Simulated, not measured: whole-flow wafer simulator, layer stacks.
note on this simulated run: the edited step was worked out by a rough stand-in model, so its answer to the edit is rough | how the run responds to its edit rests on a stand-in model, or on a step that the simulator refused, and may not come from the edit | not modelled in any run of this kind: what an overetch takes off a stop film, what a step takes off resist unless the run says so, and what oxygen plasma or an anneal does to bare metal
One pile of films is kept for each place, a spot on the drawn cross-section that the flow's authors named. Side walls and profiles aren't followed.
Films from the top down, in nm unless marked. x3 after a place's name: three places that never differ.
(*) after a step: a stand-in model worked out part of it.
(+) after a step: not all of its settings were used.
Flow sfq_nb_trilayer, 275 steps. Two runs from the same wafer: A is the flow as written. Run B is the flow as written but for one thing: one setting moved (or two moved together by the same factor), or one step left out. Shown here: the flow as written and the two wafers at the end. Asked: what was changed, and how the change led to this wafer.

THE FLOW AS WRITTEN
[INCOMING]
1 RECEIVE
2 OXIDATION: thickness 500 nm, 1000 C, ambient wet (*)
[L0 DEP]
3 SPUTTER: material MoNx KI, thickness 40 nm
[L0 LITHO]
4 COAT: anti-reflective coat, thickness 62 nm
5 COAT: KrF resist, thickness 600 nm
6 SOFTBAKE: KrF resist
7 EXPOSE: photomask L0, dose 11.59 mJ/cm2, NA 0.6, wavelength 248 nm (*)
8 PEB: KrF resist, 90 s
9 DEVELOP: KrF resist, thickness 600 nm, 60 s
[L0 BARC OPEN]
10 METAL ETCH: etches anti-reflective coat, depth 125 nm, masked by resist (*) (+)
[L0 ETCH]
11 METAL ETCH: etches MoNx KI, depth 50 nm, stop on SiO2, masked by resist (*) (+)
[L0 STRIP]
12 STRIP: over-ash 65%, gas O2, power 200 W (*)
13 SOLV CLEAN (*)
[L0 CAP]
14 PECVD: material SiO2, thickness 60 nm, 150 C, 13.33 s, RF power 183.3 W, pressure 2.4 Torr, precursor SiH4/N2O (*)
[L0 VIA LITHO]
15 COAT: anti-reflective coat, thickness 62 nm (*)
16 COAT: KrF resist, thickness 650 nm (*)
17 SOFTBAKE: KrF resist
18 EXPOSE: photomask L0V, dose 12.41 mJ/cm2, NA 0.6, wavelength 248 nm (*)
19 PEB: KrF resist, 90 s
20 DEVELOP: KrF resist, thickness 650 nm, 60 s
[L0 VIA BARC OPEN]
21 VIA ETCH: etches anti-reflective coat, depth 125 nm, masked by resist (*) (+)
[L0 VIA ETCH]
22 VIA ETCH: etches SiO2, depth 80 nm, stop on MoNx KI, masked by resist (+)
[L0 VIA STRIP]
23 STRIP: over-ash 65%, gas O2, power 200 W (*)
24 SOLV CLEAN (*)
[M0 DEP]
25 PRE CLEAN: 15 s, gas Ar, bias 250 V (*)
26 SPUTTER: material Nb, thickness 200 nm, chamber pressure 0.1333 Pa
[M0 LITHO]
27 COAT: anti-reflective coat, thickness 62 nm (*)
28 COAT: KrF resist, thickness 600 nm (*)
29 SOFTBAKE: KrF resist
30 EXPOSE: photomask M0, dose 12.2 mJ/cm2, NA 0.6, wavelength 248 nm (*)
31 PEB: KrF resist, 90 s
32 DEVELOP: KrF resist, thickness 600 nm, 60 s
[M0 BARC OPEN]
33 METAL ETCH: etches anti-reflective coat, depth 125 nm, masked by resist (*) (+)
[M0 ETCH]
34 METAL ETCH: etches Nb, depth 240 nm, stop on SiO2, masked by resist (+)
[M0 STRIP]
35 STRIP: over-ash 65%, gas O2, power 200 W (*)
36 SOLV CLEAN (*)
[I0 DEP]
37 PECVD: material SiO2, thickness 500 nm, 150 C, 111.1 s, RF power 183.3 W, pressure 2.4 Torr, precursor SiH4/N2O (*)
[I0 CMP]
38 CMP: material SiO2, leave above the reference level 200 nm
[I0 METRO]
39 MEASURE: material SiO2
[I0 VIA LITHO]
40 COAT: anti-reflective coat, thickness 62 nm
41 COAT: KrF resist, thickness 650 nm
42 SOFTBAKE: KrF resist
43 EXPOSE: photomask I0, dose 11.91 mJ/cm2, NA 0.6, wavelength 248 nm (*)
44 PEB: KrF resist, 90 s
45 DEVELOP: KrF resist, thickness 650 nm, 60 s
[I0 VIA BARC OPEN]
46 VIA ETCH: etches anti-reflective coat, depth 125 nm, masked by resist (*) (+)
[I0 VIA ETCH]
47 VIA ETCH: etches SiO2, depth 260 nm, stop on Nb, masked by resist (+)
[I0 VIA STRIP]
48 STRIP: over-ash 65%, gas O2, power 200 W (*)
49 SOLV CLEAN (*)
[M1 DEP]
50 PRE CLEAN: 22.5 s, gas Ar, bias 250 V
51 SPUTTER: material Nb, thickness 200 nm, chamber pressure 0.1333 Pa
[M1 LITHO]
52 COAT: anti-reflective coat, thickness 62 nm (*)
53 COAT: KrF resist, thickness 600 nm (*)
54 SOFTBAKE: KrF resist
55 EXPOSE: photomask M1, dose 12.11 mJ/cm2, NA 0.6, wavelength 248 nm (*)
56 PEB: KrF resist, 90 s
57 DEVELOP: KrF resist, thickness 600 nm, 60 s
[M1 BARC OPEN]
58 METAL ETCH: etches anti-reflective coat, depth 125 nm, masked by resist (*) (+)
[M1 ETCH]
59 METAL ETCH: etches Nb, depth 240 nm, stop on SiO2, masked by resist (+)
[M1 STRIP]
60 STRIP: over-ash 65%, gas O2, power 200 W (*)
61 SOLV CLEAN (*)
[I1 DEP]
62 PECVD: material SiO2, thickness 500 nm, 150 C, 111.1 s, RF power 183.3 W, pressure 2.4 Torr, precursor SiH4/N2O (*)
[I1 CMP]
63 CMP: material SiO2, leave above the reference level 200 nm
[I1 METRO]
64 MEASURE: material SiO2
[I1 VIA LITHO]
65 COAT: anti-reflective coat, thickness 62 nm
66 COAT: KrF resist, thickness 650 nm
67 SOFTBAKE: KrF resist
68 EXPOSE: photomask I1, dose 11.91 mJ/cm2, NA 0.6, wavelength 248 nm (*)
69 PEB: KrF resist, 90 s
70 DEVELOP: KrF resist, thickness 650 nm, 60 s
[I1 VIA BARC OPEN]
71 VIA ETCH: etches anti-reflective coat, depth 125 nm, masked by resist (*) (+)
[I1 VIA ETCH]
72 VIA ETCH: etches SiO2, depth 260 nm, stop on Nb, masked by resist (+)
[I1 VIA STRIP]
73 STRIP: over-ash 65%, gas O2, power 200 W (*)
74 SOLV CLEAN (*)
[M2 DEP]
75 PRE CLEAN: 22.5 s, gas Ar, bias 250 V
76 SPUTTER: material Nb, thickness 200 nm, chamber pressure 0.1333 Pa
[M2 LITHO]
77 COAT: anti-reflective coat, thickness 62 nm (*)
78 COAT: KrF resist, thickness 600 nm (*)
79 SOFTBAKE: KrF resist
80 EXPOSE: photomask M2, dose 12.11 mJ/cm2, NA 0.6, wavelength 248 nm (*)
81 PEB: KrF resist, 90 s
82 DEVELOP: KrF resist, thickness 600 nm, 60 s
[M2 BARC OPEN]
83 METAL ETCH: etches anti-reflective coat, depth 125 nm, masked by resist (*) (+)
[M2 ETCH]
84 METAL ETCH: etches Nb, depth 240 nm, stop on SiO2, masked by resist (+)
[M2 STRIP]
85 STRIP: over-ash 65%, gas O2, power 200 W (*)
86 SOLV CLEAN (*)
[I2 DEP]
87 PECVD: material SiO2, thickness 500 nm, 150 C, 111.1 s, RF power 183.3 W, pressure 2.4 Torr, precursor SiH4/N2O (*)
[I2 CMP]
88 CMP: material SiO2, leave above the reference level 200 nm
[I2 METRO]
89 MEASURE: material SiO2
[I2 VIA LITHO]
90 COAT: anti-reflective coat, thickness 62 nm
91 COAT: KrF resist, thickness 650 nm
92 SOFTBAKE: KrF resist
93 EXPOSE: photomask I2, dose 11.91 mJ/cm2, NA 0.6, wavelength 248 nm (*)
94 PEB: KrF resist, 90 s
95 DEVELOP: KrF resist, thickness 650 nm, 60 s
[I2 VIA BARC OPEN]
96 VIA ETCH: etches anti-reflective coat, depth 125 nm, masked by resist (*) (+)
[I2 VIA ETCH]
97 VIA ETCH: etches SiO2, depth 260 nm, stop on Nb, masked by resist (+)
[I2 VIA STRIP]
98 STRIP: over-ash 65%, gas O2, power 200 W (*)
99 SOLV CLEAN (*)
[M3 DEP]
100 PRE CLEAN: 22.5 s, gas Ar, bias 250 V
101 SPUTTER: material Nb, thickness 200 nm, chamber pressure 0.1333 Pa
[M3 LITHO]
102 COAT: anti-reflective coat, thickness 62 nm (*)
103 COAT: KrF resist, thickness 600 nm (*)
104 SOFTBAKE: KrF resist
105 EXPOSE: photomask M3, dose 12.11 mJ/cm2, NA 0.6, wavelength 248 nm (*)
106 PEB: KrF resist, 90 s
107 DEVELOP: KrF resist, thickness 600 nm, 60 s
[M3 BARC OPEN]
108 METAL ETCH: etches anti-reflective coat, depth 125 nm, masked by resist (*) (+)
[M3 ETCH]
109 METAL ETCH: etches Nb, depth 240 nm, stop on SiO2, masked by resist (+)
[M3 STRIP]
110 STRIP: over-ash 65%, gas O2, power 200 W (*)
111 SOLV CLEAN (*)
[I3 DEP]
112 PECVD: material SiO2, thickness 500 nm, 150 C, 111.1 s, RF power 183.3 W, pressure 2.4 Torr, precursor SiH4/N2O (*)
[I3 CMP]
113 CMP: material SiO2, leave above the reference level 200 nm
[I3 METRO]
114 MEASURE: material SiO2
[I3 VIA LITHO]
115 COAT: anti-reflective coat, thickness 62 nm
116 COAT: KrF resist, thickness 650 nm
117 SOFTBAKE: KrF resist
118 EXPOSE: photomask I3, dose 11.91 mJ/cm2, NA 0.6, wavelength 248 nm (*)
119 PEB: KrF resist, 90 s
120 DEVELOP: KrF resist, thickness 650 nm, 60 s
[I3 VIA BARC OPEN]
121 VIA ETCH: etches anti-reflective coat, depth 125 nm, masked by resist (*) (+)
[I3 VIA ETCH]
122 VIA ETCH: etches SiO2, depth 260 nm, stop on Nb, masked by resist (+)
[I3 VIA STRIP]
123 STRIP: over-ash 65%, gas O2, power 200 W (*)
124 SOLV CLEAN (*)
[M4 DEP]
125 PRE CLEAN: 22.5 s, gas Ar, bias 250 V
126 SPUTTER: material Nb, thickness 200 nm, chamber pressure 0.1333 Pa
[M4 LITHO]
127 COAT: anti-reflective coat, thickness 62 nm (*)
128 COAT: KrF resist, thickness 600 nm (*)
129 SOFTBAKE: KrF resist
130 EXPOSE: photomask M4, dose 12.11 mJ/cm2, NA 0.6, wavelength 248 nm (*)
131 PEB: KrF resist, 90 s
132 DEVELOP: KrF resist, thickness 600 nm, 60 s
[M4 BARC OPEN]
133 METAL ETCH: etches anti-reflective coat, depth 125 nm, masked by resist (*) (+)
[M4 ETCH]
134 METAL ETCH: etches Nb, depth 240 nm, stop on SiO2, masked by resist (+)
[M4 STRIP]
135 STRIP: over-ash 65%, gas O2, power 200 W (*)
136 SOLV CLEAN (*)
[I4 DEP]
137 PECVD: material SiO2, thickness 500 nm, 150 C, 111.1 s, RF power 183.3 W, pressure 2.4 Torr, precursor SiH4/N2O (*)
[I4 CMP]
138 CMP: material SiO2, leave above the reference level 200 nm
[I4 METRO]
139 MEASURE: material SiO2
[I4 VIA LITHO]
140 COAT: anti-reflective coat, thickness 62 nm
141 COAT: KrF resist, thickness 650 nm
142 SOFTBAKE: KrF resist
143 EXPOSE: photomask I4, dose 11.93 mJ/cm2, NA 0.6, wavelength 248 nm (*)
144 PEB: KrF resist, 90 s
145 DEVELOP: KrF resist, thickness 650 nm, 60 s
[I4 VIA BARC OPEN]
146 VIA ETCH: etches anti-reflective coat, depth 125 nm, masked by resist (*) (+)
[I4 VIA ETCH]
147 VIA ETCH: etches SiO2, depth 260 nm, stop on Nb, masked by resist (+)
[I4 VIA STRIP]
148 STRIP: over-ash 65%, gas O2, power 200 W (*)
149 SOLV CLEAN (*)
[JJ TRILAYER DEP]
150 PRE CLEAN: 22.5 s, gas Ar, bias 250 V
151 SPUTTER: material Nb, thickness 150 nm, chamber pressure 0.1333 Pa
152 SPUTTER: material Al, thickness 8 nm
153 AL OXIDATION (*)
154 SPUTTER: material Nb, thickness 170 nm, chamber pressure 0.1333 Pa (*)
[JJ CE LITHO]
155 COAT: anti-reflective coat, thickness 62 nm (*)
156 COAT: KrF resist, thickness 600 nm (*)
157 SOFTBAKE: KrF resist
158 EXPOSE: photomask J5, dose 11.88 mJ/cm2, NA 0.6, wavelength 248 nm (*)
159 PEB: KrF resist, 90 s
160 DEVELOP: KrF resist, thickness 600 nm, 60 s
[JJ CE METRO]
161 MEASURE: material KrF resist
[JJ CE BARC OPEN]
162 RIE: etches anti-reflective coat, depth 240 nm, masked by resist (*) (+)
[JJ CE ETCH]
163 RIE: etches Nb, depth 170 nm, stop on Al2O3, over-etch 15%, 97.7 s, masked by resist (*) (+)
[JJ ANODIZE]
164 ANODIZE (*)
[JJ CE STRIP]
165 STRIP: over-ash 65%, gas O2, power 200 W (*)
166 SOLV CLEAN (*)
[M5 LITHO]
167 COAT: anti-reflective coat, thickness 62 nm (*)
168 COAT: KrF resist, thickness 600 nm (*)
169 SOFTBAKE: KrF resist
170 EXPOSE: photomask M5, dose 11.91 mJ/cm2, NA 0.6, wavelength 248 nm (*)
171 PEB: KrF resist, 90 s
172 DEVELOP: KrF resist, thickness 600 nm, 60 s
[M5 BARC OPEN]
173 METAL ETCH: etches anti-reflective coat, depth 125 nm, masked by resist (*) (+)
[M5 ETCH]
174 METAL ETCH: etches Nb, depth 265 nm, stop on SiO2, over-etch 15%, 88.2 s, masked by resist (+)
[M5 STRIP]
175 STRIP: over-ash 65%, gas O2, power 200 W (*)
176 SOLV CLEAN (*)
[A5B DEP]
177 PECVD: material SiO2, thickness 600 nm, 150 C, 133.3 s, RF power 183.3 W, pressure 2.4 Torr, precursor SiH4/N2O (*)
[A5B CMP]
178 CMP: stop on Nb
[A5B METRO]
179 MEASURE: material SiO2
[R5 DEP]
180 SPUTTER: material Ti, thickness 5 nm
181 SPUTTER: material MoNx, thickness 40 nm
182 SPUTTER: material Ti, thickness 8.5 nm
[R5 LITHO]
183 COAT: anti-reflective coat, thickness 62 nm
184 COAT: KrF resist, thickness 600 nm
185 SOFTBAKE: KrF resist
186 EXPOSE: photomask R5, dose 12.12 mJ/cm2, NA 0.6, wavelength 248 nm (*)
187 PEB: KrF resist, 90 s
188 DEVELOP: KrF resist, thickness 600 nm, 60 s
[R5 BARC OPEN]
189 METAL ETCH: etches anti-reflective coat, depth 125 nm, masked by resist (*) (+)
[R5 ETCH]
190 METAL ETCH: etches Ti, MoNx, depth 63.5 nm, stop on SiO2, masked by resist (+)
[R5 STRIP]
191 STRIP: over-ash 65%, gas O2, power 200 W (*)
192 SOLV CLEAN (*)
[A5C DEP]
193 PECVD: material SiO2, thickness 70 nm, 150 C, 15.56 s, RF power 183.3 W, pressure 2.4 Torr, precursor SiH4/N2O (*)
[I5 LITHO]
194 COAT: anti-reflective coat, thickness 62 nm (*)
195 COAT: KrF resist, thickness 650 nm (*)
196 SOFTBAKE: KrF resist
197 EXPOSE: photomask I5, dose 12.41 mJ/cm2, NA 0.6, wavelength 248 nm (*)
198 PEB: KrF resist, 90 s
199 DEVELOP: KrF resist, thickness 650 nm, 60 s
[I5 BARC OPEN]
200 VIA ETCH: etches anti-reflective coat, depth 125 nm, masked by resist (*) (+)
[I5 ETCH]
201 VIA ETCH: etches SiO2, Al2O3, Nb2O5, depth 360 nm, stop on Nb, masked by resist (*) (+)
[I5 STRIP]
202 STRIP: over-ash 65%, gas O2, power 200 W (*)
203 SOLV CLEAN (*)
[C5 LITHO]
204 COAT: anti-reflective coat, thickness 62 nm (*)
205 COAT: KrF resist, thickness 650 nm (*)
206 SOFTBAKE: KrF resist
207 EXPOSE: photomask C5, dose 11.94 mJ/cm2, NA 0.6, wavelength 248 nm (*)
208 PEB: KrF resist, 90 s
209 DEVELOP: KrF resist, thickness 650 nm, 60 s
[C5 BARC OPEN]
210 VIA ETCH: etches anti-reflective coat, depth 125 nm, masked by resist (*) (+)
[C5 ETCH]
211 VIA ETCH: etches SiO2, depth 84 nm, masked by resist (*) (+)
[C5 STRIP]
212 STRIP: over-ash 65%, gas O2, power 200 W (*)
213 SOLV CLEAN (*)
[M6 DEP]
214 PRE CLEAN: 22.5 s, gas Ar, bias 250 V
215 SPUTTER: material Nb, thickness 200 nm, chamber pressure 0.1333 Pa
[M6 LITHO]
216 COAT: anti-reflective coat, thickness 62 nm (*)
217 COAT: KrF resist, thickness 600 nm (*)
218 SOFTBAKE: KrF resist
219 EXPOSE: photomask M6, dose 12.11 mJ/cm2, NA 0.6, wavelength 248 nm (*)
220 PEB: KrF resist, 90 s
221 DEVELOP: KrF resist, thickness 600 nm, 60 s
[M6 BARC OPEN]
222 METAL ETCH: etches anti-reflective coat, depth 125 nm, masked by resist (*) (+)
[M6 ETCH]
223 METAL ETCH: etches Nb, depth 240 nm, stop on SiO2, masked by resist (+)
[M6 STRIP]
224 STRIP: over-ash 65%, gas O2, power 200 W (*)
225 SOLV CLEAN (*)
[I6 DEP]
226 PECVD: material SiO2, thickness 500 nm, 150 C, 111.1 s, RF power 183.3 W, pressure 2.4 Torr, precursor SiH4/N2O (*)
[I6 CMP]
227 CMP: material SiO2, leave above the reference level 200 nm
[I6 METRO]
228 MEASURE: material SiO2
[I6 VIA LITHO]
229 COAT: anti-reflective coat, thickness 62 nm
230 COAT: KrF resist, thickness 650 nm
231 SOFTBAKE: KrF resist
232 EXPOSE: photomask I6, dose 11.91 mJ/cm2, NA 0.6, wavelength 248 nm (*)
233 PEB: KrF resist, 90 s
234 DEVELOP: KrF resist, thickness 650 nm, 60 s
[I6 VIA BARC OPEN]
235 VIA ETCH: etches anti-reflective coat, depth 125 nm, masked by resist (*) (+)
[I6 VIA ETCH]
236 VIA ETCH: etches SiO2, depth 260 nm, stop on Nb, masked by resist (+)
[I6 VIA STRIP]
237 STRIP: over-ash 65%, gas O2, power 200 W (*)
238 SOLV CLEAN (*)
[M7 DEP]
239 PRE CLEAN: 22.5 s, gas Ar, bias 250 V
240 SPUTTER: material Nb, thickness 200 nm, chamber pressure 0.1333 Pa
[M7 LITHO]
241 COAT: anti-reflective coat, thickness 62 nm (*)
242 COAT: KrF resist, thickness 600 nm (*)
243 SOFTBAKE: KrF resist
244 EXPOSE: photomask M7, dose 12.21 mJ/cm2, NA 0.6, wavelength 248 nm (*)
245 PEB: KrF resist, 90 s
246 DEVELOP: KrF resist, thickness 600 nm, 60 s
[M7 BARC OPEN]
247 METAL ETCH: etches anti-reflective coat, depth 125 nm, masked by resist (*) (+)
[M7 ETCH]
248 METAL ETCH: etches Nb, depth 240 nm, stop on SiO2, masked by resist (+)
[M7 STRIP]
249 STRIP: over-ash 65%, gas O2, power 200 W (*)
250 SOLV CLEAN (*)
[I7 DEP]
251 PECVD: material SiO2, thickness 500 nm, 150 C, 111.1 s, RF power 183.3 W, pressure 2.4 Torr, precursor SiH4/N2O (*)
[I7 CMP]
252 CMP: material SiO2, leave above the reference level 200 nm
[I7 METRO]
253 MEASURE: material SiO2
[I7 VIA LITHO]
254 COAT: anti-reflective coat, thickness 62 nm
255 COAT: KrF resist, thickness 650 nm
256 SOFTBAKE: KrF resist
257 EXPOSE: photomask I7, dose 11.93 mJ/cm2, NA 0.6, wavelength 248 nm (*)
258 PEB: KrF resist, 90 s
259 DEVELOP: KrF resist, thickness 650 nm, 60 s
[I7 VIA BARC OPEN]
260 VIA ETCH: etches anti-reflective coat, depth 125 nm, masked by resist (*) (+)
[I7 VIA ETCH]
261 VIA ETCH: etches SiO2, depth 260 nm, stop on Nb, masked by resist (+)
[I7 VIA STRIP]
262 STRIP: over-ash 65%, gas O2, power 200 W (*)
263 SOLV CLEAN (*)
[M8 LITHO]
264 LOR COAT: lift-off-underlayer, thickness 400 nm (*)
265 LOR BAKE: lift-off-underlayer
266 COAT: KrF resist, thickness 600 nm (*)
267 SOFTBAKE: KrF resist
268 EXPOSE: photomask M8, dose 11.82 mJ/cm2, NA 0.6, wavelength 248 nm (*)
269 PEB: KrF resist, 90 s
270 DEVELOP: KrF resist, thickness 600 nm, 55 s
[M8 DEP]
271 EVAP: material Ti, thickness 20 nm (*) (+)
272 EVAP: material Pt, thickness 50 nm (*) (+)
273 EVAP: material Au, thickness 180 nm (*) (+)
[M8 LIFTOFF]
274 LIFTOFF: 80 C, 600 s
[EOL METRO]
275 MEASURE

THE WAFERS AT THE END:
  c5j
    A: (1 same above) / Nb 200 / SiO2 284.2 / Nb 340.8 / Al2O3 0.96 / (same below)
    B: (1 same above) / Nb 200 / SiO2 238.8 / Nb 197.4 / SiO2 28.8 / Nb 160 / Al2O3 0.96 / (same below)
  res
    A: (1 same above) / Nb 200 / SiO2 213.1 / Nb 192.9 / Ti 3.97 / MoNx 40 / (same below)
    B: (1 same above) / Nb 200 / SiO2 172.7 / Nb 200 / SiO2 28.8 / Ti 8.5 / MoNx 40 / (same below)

The cause: step 211, VIA ETCH: depth 33.6 nm was run, where the flow has depth 84 nm.

How the change led to this, step by step:
  211 VIA ETCH: etches SiO2, depth 84 nm, masked by resist (*) (+)
      c5j: A SiO2 -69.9 (all of it), Nb -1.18 | B SiO2 -33.6
      res: A SiO2 -69.9 (all of it) | B SiO2 -33.6
      (and at 104 more places)
  214 PRE CLEAN: 22.5 s, gas Ar, bias 250 V
      c5j: A Nb -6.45 | B SiO2 -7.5
      res: A Ti -4.53 | B SiO2 -7.5
  215 SPUTTER: material Nb, thickness 200 nm, chamber pressure 0.1333 Pa
      c5j: A Nb +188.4 | B Nb +197.4 (new film)
      res: A Nb +192.9 (new film) | B Nb +200 (new film)
  216 COAT: anti-reflective coat, thickness 62 nm (*)
      jj_sur: A anti-reflective coat +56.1 (new film) | B anti-reflective coat +57.5 (new film)
      ce_l: A anti-reflective coat +48 (new film) | B anti-reflective coat +57.3 (new film)
      (and at 6 more places)
  217 COAT: KrF resist, thickness 600 nm (*)
      c5j: A KrF resist +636 (new film) | B KrF resist +620.6 (new film)
      res: A KrF resist +605.2 (new film) | B KrF resist +588.2 (new film)
  224 STRIP: over-ash 65%, gas O2, power 200 W (*)
      jj_sur: A KrF resist -378.5 (all of it), anti-reflective coat -56.1 (all of it) | B KrF resist -379.9 (all of it), anti-reflective coat -57.5 (all of it)
      ce_l: A KrF resist -397.1 (all of it), anti-reflective coat -48 (all of it) | B KrF resist -391.5 (all of it), anti-reflective coat -57.3 (all of it)
      (and at 6 more places)
  226 PECVD: material SiO2, thickness 500 nm, 150 C, 111.1 s, RF power 183.3 W, pressure 2.4 Torr, precursor SiH4/N2O (*)
      c5j: A SiO2 +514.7 (new film) | B SiO2 +500 (new film)
  227 CMP: material SiO2, leave above the reference level 200 nm
      c5j: A SiO2 -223 | B SiO2 -253.7
      res: A SiO2 -279.4 | B SiO2 -319.8
Counting metal films that touch as one body, c5j has 5 bodies (between them, from the top down: SiO2 238.8; SiO2 28.8; Al2O3 0.96; SiO2 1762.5); the flow as written gives 4 bodies (between them, from the top down: SiO2 284.2; Al2O3 0.96; SiO2 1762.5).
Counting metal films that touch as one body, res has 4 bodies (between them, from the top down: SiO2 172.7; SiO2 28.8; SiO2 2090.9); the flow as written gives 3 bodies (between them, from the top down: SiO2 213.1; SiO2 2090.9).
